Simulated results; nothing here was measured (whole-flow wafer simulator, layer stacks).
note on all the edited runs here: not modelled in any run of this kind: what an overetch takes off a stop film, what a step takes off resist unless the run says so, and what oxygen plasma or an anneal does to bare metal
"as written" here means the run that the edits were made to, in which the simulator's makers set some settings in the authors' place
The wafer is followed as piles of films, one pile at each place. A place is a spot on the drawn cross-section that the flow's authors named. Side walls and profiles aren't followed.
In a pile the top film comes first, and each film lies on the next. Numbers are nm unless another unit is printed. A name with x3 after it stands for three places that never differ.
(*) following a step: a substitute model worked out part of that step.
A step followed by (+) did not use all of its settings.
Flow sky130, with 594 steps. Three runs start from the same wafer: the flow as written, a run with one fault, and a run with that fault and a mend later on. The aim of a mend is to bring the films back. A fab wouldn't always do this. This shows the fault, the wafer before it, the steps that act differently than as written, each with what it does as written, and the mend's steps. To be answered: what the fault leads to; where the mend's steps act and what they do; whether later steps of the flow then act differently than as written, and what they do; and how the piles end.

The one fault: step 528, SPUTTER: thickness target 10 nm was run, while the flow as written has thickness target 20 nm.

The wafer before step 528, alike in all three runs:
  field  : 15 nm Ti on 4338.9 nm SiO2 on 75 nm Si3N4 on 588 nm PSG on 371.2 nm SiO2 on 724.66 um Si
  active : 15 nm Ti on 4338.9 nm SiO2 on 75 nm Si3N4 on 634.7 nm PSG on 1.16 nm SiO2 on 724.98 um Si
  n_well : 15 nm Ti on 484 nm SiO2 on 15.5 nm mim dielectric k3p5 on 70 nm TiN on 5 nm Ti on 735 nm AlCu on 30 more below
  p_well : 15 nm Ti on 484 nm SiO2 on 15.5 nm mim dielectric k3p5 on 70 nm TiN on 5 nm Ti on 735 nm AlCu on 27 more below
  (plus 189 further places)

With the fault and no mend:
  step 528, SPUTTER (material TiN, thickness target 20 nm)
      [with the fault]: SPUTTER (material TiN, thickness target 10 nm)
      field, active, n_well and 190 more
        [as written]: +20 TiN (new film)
        [with the fault]: +10 TiN (new film)
  Later steps of the flow acting differently than as written (not shown: 19 more steps that differ only slightly, by at most 2% or 0.5 nm, whichever is larger):
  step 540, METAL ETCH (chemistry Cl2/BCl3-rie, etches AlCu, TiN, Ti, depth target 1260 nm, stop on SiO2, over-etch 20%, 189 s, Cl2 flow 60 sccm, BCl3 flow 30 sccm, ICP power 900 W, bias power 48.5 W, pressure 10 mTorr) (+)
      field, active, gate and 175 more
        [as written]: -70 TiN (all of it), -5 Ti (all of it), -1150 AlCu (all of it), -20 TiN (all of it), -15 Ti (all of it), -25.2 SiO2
        [with the fault]: -70 TiN (all of it), -5 Ti (all of it), -1150 AlCu (all of it), -10 TiN (all of it), -15 Ti (all of it), -26.2 SiO2
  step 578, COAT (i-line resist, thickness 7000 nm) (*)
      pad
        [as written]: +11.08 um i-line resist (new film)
        [with the fault]: +11.09 um i-line resist (new film)
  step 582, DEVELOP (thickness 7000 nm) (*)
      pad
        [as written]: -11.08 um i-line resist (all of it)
        [with the fault]: -11.09 um i-line resist (all of it)
  At n_well, p_well, sd_n and 12 more, the piles at the end differ from the flow's by more than 2% or 0.5 nm, whichever is larger.
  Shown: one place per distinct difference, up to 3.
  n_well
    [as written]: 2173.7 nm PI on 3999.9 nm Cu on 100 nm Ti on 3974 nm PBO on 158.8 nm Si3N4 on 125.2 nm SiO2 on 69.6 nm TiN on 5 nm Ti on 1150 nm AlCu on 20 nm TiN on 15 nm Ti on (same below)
    [with the fault]: 2174.9 nm PI on 3999.9 nm Cu on 100 nm Ti on 3981.2 nm PBO on 158.8 nm Si3N4 on 125.2 nm SiO2 on 69.6 nm TiN on 5 nm Ti on 1150 nm AlCu on 10 nm TiN on 15 nm Ti on (same below)
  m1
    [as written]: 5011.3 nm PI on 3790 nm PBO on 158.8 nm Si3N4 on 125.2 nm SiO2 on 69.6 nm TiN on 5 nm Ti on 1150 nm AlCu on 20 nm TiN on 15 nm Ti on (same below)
    [with the fault]: 5011.8 nm PI on 3798.3 nm PBO on 158.8 nm Si3N4 on 125.2 nm SiO2 on 69.6 nm TiN on 5 nm Ti on 1150 nm AlCu on 10 nm TiN on 15 nm Ti on (same below)
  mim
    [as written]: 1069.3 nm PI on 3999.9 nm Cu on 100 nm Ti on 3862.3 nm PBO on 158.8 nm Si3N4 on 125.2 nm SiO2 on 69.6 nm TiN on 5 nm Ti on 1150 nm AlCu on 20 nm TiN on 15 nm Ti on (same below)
    [with the fault]: 1070.3 nm PI on 3999.9 nm Cu on 100 nm Ti on 3870 nm PBO on 158.8 nm Si3N4 on 125.2 nm SiO2 on 69.6 nm TiN on 5 nm Ti on 1150 nm AlCu on 10 nm TiN on 15 nm Ti on (same below)

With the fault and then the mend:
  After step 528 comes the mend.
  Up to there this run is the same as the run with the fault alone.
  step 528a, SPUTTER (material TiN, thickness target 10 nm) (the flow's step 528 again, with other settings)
      field, active, n_well and 190 more
        +10 TiN
  Later steps of the flow that are run all act as written at every place that is followed.
  At every place that both follow, the piles at the end match the flow's.
